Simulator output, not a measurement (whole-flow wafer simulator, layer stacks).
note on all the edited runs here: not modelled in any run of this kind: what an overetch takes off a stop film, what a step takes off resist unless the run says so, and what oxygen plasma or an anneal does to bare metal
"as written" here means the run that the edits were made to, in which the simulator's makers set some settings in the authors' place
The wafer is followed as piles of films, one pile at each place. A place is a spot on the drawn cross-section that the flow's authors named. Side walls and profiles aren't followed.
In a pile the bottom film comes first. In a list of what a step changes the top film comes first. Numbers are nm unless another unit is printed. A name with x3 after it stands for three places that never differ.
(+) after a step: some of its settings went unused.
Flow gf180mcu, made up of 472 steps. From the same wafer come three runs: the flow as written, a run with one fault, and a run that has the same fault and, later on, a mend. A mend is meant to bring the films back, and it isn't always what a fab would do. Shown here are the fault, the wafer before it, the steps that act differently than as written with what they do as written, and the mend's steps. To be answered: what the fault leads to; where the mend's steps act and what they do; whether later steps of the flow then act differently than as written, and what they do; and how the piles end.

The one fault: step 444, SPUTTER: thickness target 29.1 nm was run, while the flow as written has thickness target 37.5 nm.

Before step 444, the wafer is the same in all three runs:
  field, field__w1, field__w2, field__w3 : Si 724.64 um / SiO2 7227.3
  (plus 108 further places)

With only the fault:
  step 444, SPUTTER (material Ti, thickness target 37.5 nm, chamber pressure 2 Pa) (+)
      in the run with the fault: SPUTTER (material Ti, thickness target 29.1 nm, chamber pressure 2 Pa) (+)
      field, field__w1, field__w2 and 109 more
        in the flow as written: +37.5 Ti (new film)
        in the run with the fault: +29.1 Ti (new film)
  Steps further on in the flow that do not act as written (5 other steps are not shown; they differ only slightly, by no more than 2% or 0.5 nm, whichever is larger):
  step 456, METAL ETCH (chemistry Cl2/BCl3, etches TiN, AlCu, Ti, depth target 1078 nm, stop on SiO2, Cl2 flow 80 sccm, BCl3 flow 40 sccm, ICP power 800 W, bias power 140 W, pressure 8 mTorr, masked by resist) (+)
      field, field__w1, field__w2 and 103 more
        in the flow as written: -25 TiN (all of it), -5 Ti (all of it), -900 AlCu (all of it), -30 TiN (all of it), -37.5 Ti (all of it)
        in the run with the fault: -25 TiN (all of it), -5 Ti (all of it), -900 AlCu (all of it), -30 TiN (all of it), -29.1 Ti (all of it)
  The piles end different from the flow's at field__w8, contact, m1, m1__w1, pad, m1_nw by more than 2% or 0.5 nm, whichever is larger.
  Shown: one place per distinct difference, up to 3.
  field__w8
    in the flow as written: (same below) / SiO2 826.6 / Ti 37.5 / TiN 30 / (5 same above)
    in the run with the fault: (same below) / SiO2 826.6 / Ti 29.1 / TiN 30 / (5 same above)
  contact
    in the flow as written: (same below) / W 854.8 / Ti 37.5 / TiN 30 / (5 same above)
    in the run with the fault: (same below) / W 854.8 / Ti 29.1 / TiN 30 / (5 same above)
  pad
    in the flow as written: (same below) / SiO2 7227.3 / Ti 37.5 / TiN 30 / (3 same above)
    in the run with the fault: (same below) / SiO2 7227.3 / Ti 29.1 / TiN 30 / (3 same above)

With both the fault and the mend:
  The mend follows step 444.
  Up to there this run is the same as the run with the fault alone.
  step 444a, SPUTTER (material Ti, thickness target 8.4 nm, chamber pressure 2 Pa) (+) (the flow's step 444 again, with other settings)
      field, field__w1, field__w2 and 109 more
        +8.4 Ti
  Later steps of the flow that are run all act as written at every place that is followed.
  By the end, the piles equal the flow's at every place that both follow.
